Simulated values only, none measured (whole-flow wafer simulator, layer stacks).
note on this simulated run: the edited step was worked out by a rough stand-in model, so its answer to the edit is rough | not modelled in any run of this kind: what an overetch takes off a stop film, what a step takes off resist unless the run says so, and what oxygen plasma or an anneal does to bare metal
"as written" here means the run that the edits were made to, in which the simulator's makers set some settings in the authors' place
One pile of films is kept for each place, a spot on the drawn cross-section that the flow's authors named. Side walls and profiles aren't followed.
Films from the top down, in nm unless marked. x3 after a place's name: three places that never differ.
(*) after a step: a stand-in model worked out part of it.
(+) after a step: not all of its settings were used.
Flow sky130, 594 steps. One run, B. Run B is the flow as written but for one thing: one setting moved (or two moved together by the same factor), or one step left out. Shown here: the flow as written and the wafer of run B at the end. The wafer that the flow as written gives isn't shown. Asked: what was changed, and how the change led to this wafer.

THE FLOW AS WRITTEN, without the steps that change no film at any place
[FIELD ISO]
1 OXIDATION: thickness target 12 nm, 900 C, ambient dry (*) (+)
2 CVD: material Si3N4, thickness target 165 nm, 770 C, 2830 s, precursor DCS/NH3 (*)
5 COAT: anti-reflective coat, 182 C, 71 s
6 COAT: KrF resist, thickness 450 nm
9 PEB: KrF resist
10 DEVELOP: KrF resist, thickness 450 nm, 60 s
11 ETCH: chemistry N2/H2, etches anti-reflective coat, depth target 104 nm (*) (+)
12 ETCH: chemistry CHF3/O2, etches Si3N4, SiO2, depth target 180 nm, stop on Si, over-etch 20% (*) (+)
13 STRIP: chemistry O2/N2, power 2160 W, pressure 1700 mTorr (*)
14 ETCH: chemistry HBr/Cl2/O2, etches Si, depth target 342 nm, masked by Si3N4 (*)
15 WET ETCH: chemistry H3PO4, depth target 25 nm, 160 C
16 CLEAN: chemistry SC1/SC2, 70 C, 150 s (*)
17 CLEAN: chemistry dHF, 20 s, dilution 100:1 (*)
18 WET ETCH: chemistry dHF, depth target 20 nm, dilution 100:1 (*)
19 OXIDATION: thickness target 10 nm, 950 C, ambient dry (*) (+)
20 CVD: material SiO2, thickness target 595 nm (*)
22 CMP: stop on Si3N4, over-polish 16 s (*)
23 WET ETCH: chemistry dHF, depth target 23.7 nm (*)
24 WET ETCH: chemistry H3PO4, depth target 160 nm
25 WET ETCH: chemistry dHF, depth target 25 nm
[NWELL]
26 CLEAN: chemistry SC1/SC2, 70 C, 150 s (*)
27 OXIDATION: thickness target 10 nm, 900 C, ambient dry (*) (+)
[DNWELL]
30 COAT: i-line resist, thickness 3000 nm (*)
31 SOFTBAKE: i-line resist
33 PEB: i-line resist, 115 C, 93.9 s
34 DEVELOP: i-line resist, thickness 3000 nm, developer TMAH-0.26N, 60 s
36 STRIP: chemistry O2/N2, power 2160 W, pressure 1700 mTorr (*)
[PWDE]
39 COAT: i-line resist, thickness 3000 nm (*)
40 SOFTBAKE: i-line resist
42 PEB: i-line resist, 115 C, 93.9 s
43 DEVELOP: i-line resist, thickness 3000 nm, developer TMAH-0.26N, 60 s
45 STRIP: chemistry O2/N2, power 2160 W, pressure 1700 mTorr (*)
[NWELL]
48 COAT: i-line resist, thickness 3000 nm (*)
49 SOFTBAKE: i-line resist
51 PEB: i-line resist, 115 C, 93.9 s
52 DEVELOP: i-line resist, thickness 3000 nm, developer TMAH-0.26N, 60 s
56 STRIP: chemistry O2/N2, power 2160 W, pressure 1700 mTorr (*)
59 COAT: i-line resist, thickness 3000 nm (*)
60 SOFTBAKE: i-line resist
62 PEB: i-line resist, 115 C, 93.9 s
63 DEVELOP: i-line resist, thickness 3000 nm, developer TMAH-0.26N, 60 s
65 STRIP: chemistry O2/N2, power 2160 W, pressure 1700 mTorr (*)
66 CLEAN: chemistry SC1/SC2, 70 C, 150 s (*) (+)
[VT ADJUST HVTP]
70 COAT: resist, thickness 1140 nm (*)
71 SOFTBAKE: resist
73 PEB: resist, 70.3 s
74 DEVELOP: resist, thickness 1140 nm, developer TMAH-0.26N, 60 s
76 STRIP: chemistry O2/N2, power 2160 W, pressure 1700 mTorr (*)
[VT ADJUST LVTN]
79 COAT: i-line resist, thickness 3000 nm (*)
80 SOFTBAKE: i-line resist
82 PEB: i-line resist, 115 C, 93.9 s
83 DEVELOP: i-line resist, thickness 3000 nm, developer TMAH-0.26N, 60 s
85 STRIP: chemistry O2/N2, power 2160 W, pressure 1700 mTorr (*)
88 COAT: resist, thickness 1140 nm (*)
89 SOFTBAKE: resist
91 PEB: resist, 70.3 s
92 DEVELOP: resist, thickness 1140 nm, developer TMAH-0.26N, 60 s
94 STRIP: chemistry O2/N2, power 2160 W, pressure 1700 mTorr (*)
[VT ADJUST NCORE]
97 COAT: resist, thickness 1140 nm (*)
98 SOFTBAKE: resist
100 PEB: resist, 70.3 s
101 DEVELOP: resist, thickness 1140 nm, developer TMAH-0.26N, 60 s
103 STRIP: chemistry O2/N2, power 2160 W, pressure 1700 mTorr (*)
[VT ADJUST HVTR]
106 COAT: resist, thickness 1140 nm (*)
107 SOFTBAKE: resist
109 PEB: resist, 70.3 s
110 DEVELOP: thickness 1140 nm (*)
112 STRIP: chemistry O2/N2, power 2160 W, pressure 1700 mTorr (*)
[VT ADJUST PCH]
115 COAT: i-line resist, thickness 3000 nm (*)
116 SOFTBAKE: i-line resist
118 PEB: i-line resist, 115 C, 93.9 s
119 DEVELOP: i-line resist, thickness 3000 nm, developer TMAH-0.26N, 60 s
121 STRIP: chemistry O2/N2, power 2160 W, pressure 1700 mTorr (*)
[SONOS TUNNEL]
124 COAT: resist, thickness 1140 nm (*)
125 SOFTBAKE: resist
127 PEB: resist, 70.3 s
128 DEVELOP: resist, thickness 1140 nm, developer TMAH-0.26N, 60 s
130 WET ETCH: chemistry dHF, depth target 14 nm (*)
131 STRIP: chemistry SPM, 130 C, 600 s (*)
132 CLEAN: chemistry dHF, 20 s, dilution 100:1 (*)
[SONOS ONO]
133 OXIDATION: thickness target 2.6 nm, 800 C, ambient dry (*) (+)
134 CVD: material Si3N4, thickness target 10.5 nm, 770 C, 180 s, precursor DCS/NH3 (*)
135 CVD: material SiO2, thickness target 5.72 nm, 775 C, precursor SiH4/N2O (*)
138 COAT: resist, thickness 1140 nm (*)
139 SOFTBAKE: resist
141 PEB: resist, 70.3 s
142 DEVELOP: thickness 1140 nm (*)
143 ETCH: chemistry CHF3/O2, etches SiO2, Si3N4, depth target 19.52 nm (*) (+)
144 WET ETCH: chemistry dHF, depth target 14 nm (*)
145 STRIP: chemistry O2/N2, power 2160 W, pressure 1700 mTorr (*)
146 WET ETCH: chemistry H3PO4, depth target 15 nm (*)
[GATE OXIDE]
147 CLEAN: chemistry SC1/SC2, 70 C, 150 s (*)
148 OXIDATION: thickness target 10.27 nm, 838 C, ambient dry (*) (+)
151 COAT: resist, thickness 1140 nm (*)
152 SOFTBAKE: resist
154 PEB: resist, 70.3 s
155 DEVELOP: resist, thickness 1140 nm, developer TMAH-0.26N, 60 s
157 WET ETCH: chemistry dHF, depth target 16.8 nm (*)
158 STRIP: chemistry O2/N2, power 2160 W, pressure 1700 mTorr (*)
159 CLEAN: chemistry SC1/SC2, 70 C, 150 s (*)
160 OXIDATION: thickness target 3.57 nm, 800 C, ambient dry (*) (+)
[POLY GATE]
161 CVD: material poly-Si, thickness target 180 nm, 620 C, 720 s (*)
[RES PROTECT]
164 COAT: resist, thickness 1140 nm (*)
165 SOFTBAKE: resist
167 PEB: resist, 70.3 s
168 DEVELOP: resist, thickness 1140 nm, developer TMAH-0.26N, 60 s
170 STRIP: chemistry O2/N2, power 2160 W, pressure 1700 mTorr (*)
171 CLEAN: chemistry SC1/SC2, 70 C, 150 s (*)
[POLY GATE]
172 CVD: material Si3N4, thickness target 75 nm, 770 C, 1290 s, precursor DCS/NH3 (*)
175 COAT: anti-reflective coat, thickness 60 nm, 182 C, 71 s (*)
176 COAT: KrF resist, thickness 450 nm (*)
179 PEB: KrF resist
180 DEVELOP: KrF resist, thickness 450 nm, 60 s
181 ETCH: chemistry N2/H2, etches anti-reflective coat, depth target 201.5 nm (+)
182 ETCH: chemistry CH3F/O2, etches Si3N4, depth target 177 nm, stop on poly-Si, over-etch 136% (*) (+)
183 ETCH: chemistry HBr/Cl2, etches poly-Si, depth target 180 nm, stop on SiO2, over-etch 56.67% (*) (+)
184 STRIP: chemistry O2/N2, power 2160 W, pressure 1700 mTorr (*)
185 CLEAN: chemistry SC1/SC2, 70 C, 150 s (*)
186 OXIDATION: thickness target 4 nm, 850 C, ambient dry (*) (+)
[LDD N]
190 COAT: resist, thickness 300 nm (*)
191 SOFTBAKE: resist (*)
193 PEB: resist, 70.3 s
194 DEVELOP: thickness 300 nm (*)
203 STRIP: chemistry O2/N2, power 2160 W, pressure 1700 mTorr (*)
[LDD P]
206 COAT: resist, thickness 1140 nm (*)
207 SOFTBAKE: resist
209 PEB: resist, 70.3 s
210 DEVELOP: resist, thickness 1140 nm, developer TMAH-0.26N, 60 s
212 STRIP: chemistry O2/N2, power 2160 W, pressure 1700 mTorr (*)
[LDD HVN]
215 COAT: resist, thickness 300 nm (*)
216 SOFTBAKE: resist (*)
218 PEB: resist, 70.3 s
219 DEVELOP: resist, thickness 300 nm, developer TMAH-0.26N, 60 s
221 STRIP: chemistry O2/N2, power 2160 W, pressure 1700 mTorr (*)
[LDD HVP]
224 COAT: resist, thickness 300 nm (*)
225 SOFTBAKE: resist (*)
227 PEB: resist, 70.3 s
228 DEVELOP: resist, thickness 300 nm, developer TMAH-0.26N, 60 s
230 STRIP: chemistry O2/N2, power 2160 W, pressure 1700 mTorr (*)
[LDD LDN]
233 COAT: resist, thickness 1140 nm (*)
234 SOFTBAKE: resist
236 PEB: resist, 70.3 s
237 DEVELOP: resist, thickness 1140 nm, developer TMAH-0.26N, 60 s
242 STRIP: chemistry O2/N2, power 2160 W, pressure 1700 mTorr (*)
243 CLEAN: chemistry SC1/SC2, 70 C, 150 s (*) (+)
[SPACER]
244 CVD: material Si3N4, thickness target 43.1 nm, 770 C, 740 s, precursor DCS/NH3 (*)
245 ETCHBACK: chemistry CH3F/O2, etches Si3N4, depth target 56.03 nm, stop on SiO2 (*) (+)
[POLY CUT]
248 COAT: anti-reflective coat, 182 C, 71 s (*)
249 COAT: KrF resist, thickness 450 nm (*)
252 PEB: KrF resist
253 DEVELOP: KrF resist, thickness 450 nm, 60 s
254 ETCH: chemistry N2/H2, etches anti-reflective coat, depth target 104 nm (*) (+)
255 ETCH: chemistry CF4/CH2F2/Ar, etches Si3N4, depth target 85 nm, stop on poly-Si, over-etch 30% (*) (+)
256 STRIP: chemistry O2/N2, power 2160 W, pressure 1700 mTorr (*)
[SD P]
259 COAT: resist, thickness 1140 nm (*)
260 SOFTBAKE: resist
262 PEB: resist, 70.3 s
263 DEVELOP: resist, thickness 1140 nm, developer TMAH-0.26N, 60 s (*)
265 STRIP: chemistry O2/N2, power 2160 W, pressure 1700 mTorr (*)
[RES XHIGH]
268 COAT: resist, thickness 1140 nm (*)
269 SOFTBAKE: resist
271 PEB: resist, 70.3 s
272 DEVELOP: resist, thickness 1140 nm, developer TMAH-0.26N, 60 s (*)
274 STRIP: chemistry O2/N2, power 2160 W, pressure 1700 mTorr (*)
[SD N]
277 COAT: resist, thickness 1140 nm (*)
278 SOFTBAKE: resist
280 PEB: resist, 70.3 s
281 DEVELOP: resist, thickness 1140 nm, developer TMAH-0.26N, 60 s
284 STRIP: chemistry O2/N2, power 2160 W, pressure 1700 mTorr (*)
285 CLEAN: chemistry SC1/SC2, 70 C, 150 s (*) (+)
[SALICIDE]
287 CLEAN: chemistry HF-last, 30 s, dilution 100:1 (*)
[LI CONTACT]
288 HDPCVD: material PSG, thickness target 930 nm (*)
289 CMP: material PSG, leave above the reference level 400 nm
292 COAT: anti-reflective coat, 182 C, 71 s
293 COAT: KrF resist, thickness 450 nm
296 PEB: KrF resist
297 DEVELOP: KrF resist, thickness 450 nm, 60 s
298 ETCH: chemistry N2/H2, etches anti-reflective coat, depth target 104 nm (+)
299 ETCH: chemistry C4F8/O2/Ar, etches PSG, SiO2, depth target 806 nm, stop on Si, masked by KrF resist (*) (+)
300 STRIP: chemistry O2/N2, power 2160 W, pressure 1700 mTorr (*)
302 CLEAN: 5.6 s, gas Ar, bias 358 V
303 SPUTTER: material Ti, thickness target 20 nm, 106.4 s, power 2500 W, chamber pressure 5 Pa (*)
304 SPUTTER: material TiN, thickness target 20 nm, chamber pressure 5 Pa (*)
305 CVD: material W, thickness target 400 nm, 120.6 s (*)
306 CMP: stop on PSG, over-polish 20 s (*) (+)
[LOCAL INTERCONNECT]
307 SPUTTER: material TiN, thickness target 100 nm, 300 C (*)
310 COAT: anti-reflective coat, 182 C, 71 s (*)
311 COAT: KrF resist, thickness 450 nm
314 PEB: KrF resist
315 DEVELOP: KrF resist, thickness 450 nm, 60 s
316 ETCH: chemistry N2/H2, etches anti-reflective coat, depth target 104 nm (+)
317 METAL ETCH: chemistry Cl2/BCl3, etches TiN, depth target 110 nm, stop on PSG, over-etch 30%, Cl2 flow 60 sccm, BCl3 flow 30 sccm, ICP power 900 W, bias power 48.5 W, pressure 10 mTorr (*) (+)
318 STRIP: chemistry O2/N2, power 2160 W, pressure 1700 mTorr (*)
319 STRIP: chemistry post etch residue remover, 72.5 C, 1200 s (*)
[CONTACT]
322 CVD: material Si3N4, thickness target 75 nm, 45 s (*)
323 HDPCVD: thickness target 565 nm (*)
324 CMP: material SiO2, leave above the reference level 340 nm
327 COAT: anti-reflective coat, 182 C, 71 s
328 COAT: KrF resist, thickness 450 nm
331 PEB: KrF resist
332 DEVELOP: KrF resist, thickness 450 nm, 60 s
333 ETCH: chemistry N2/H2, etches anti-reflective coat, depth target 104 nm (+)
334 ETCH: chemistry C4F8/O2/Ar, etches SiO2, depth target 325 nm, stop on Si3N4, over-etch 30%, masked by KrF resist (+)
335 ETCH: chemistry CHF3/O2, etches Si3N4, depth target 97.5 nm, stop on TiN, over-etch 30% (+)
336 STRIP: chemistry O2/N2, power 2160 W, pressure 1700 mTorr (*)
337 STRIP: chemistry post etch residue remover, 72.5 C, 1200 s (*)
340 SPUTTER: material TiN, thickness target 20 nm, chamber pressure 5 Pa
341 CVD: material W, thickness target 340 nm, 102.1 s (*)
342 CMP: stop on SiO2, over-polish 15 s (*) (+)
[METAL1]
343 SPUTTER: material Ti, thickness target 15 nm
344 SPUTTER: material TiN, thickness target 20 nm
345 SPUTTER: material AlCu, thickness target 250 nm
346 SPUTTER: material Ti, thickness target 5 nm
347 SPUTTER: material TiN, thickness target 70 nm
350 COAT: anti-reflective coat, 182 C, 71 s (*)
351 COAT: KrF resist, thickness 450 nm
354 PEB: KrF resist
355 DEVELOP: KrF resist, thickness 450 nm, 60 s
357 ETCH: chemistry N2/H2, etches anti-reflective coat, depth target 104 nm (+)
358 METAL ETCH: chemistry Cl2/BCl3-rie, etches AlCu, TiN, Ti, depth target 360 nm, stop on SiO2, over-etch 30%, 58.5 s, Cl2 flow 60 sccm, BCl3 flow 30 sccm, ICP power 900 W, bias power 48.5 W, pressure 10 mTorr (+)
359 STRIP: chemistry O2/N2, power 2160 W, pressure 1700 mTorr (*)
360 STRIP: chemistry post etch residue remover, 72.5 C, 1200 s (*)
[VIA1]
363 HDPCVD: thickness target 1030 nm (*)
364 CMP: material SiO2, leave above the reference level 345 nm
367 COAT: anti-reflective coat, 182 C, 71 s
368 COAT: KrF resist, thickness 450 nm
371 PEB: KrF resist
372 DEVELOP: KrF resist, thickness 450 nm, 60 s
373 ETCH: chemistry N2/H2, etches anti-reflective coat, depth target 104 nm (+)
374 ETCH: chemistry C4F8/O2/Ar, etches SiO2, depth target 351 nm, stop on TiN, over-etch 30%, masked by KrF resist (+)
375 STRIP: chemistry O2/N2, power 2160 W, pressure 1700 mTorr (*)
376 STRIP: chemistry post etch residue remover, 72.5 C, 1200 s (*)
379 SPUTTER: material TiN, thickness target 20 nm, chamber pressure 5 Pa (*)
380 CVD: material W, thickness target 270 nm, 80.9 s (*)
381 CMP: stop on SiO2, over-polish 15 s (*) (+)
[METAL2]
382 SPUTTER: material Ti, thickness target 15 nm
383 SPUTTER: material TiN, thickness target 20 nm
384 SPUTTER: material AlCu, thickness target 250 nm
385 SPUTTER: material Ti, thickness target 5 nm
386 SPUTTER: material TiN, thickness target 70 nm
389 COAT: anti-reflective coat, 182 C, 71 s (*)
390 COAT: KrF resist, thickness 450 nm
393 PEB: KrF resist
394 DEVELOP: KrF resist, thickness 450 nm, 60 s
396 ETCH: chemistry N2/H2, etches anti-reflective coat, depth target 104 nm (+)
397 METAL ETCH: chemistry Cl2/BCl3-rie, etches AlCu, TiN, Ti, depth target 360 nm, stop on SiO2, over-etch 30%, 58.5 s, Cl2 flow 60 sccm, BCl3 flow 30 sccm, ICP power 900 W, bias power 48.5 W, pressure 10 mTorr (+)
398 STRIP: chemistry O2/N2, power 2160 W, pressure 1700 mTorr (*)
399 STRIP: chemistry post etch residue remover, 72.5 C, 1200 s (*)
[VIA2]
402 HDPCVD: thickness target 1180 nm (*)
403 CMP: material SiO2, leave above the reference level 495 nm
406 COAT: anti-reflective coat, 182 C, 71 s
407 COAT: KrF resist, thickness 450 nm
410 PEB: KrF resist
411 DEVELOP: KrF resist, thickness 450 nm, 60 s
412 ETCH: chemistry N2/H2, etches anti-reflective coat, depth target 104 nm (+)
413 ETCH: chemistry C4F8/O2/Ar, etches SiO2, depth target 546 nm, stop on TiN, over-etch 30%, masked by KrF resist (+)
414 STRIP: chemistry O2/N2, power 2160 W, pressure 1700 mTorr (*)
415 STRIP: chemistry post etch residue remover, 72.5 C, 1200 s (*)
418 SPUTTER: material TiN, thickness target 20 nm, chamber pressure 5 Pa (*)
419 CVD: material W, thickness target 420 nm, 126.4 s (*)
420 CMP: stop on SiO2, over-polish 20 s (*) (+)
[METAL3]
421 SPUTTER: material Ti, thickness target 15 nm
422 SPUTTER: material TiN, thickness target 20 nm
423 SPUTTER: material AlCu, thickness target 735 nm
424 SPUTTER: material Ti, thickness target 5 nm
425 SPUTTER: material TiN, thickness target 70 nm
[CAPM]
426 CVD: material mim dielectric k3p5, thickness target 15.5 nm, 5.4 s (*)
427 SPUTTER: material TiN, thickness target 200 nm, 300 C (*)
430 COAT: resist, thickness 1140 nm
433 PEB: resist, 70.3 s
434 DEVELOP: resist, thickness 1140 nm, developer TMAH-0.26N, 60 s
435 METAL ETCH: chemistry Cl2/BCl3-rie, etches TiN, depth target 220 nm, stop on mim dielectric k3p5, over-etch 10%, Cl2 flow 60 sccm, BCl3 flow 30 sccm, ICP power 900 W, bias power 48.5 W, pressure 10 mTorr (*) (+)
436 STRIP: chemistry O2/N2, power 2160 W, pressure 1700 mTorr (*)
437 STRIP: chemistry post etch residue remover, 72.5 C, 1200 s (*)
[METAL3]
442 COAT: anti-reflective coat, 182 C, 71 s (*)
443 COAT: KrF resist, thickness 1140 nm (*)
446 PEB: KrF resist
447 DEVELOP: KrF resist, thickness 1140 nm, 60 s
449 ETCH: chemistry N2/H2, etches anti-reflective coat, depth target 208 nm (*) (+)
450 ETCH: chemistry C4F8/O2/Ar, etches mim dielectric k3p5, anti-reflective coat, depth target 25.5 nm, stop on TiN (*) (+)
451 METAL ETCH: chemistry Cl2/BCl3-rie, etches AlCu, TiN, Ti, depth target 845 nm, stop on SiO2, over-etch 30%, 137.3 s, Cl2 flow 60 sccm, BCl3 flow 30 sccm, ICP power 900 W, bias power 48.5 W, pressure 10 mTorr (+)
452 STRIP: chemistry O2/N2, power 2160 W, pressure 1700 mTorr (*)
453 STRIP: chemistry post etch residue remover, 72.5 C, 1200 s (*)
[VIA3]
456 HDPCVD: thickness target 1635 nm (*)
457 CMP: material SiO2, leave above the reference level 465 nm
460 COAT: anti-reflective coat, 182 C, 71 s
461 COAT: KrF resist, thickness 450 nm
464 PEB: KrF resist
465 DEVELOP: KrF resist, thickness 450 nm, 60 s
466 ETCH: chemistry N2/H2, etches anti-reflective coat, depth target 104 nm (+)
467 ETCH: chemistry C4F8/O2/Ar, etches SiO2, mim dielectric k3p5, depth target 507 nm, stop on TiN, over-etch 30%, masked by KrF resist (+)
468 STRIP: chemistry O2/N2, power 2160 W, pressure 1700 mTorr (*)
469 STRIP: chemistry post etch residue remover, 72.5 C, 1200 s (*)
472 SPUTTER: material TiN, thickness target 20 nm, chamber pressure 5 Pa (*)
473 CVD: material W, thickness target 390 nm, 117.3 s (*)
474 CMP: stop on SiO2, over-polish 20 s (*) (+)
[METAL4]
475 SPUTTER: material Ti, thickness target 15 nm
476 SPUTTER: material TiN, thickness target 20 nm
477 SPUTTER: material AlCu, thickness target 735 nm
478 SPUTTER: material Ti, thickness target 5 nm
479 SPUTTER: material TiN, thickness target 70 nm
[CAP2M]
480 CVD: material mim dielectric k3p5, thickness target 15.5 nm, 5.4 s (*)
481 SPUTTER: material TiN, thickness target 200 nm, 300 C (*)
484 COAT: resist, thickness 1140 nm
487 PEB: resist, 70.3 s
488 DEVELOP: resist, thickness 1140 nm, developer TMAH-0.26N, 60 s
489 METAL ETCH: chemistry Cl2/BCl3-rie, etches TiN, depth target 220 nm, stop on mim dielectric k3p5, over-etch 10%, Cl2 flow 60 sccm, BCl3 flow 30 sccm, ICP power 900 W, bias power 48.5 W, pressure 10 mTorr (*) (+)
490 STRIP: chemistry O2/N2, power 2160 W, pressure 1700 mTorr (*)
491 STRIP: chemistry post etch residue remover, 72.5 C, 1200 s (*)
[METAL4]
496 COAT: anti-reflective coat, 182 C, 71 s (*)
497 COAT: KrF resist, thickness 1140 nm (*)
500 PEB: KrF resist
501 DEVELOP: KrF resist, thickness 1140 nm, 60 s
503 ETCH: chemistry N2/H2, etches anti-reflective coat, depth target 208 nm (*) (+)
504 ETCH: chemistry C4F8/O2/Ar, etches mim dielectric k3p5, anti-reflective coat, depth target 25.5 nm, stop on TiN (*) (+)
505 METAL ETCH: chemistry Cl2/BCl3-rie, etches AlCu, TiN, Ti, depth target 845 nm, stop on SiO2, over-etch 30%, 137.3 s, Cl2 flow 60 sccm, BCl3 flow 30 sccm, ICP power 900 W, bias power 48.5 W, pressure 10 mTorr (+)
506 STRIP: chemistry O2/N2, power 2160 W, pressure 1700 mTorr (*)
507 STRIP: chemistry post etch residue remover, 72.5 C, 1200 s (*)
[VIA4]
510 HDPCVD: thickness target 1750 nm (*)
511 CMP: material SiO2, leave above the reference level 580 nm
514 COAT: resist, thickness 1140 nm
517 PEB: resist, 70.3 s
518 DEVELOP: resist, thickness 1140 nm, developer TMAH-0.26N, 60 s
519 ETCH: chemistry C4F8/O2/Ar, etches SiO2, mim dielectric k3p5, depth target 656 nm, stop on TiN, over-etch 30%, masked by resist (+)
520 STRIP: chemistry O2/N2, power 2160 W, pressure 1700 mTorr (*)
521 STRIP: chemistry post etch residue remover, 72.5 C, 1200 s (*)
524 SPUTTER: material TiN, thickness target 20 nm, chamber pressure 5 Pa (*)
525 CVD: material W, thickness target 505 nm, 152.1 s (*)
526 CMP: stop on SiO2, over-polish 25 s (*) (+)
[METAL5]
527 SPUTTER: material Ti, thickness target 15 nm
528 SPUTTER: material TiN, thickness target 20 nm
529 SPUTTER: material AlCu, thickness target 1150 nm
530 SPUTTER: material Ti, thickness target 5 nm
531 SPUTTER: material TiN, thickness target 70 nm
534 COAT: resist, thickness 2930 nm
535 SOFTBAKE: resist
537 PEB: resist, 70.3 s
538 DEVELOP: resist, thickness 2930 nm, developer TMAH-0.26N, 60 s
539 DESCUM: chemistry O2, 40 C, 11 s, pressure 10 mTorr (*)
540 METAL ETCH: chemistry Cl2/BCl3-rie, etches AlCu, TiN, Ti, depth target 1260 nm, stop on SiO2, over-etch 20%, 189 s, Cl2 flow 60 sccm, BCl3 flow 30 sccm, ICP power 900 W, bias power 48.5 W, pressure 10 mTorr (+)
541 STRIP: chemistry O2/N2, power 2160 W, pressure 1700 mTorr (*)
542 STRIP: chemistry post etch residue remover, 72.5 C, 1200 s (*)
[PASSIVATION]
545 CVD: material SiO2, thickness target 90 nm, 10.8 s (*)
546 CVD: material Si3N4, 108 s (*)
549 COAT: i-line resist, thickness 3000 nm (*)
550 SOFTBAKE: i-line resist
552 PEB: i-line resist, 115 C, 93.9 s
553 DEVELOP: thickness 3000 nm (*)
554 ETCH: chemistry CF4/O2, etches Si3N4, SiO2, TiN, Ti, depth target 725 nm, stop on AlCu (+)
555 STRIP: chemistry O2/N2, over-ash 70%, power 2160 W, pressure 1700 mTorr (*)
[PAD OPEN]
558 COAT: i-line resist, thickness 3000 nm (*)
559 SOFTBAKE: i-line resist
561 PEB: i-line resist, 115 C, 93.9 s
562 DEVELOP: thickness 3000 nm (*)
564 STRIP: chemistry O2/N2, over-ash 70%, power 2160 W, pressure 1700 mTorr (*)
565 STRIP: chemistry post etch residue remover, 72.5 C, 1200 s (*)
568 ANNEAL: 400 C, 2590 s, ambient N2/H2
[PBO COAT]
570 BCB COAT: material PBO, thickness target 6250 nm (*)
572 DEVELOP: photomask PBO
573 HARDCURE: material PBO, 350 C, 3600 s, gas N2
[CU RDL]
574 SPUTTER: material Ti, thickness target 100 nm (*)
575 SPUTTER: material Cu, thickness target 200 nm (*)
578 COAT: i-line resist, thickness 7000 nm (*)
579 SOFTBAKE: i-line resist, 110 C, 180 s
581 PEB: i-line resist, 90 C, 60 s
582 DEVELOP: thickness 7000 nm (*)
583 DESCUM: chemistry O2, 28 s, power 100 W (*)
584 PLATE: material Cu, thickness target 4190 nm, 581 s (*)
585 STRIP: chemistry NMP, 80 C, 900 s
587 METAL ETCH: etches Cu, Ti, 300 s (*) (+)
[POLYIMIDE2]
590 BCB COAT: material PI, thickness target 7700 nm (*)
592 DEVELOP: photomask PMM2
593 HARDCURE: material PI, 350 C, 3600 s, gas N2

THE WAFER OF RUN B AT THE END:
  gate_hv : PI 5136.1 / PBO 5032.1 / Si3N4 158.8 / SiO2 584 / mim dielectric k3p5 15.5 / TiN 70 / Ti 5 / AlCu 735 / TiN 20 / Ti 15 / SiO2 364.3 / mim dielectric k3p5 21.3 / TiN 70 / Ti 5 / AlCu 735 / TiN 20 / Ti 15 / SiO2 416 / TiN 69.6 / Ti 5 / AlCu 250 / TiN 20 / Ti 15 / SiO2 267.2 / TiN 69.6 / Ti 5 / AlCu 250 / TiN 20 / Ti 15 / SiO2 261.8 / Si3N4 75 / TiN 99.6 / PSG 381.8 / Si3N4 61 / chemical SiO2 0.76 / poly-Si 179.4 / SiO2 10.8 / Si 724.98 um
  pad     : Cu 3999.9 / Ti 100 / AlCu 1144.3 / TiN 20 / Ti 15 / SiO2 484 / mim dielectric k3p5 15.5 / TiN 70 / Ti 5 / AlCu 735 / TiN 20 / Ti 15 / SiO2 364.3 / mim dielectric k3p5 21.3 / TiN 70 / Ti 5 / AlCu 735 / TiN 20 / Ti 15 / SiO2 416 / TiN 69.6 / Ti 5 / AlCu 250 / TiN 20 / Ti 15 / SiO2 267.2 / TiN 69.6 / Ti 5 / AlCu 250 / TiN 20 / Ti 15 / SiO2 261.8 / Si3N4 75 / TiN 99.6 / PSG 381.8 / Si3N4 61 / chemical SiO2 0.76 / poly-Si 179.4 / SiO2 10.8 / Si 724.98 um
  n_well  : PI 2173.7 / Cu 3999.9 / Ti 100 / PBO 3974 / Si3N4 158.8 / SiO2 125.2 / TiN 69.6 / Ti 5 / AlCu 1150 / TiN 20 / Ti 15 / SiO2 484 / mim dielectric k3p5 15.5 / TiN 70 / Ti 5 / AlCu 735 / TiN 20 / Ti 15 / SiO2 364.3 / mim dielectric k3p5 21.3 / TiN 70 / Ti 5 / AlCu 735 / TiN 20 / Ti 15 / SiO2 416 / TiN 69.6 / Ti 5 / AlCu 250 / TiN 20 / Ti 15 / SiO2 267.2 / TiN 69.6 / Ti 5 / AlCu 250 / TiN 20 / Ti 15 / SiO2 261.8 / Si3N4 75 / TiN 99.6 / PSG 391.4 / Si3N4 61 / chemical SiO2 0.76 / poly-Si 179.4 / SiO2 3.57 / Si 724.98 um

The cause: step 426, CVD: thickness target 21.3 nm was run, where the flow has thickness target 15.5 nm; step 426, CVD: 7.43 s was run, where the flow has 5.4 s.
It can be read off the wafer: gate_hv has mim dielectric k3p5 21.3, and step 426 as written asks for 15.5 nm.

How the change led to this, step by step:
  426 CVD: material mim dielectric k3p5, thickness target 15.5 nm, 5.4 s (*)
      field, active, n_well and 188 more: mim dielectric k3p5 +21.3 (new film) (as written it would be: mim dielectric k3p5 +15.5 (new film))
  450 ETCH: chemistry C4F8/O2/Ar, etches mim dielectric k3p5, anti-reflective coat, depth target 25.5 nm, stop on TiN (*) (+)
      n_well, p_well, gate_hv and 104 more: KrF resist -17 (as written it would be: KrF resist -15.5)
      field, active, gate and 82 more: mim dielectric k3p5 -21.3 (all of it) (as written it would be: mim dielectric k3p5 -15.5 (all of it))
  467 ETCH: chemistry C4F8/O2/Ar, etches SiO2, mim dielectric k3p5, depth target 507 nm, stop on TiN, over-etch 30%, masked by KrF resist (+)
      m1: SiO2 -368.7 (all of it), mim dielectric k3p5 -21.3 (all of it) (as written it would be: SiO2 -374.5 (all of it), mim dielectric k3p5 -15.5 (all of it))
      via3_hole: SiO2 -368.1 (all of it), mim dielectric k3p5 -21.3 (all of it) (as written it would be: SiO2 -373.9 (all of it), mim dielectric k3p5 -15.5 (all of it))
